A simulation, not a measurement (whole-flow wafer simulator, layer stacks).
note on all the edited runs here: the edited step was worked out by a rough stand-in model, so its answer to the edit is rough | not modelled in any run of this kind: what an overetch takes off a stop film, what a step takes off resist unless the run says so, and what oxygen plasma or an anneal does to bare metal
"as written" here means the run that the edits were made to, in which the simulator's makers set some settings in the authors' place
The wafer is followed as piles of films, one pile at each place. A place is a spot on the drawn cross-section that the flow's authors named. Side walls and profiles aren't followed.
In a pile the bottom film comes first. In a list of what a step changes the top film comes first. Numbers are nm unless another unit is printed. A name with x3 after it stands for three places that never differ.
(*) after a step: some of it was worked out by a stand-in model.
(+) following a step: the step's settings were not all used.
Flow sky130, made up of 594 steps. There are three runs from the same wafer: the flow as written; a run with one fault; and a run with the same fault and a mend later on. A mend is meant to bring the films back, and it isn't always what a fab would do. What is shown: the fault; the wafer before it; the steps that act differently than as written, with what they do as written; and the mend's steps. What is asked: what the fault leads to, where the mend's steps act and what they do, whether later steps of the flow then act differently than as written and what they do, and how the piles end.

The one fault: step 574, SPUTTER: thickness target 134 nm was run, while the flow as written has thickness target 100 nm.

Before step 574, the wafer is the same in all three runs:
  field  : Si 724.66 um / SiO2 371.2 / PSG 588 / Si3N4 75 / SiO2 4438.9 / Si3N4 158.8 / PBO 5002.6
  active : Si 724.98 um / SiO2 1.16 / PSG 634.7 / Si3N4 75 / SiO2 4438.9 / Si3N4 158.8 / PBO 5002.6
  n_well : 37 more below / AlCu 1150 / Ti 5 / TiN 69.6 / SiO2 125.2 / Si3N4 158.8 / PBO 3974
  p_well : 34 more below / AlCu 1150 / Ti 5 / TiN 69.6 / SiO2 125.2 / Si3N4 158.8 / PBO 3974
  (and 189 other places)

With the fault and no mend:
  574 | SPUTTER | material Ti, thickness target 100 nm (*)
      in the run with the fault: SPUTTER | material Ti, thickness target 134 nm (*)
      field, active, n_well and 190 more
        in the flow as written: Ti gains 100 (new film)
        in the run with the fault: Ti gains 134 (new film)
  Steps later in the flow that act otherwise than as written (not shown: 7 more steps that differ only slightly, by at most 2% or 0.5 nm, whichever is larger):
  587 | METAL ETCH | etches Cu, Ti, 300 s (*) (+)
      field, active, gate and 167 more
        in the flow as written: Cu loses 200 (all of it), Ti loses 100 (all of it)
        in the run with the fault: Cu loses 200 (all of it), Ti loses 134 (all of it)
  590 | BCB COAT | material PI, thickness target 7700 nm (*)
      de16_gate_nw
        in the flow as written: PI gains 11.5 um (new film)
        in the run with the fault: PI gains 11.53 um (new film)
  By the end, the piles at n_well, p_well, sd_n and 20 more depart from the flow's by more than 2% or 0.5 nm, whichever is larger.
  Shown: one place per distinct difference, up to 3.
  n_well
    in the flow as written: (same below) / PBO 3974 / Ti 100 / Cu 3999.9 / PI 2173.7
    in the run with the fault: (same below) / PBO 3974 / Ti 134 / Cu 3999.9 / PI 2151.6
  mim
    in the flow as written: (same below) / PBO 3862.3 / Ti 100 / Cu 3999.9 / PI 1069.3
    in the run with the fault: (same below) / PBO 3862.3 / Ti 134 / Cu 3999.9 / PI 1037.5
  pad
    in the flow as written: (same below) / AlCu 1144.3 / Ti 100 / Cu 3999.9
    in the run with the fault: (same below) / AlCu 1144.3 / Ti 134 / Cu 3999.9

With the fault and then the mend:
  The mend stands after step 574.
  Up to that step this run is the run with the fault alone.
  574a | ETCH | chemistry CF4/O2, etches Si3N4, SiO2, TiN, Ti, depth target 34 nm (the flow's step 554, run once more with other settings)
      field, active, n_well and 190 more
        Ti loses 34
  Later steps of the flow that are run all act as written at every place that is followed, up to a difference of at most 2% or 0.5 nm, whichever is larger.
  By the end, the piles equal the flow's at every place that both follow.
